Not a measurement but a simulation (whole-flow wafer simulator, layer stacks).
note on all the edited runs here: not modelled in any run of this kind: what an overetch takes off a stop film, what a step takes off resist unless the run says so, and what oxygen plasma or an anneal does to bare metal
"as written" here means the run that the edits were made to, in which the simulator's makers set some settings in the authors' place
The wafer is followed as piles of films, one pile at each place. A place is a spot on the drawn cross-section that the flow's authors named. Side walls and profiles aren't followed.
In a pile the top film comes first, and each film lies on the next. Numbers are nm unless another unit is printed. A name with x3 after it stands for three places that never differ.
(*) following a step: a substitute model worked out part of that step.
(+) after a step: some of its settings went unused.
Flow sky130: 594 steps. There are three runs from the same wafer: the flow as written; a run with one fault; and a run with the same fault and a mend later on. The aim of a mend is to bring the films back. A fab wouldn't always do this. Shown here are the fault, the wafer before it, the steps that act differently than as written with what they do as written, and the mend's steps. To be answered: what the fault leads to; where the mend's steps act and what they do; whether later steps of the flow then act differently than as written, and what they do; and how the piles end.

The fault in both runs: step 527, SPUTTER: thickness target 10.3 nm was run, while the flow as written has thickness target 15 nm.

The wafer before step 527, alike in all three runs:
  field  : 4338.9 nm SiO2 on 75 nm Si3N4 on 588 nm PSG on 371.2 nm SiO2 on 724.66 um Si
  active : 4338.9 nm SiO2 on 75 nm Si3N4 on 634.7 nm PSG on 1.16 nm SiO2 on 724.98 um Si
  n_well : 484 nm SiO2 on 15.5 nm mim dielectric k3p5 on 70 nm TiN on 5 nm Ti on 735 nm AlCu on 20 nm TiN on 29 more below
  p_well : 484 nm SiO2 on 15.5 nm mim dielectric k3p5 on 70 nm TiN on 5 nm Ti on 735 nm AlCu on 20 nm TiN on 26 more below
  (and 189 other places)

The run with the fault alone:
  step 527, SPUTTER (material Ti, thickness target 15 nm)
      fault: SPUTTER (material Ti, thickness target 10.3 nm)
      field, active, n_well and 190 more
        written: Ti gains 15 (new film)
        fault: Ti gains 10.3 (new film)
  Later steps of the flow acting differently than as written (19 other steps are not shown; they differ only slightly, by no more than 2% or 0.5 nm, whichever is larger):
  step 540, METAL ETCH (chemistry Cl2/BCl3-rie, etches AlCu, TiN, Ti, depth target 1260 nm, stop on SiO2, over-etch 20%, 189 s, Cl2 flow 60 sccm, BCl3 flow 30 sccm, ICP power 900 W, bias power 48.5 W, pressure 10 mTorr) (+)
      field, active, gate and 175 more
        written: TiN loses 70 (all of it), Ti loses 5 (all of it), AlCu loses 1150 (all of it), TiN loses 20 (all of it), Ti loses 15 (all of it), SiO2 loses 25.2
        fault: TiN loses 70 (all of it), Ti loses 5 (all of it), AlCu loses 1150 (all of it), TiN loses 20 (all of it), Ti loses 10.3 (all of it), SiO2 loses 25.7
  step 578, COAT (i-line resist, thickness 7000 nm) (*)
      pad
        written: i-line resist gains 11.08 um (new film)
        fault: i-line resist gains 11.09 um (new film)
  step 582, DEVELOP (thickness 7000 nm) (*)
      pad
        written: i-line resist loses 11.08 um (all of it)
        fault: i-line resist loses 11.09 um (all of it)
  At n_well, p_well, sd_n and 12 more, the piles at the end differ from the flow's by more than 2% or 0.5 nm, whichever is larger.
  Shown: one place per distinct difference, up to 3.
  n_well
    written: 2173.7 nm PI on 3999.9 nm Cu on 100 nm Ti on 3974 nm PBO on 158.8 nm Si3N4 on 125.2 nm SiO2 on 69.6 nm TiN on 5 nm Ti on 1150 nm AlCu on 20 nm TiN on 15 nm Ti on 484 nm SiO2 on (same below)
    fault: 2174.2 nm PI on 3999.9 nm Cu on 100 nm Ti on 3977.4 nm PBO on 158.8 nm Si3N4 on 125.2 nm SiO2 on 69.6 nm TiN on 5 nm Ti on 1150 nm AlCu on 20 nm TiN on 10.3 nm Ti on 484 nm SiO2 on (same below)
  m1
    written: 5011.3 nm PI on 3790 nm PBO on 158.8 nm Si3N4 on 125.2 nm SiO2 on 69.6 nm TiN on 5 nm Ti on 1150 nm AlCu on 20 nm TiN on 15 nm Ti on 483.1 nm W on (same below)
    fault: 5011.5 nm PI on 3793.9 nm PBO on 158.8 nm Si3N4 on 125.2 nm SiO2 on 69.6 nm TiN on 5 nm Ti on 1150 nm AlCu on 20 nm TiN on 10.3 nm Ti on 483.1 nm W on (same below)
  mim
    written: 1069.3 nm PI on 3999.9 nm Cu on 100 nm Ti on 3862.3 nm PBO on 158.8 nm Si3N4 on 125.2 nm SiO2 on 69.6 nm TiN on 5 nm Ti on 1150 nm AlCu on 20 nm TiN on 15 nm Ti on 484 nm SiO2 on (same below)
    fault: 1069.7 nm PI on 3999.9 nm Cu on 100 nm Ti on 3865.9 nm PBO on 158.8 nm Si3N4 on 125.2 nm SiO2 on 69.6 nm TiN on 5 nm Ti on 1150 nm AlCu on 20 nm TiN on 10.3 nm Ti on 484 nm SiO2 on (same below)

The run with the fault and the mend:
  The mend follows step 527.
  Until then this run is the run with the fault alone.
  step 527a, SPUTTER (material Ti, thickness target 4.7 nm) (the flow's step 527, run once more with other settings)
      field, active, n_well and 190 more
        Ti gains 4.7
  Later steps of the flow that are run all act as written at every place that is followed.
  By the end, the piles equal the flow's at every place that both follow.
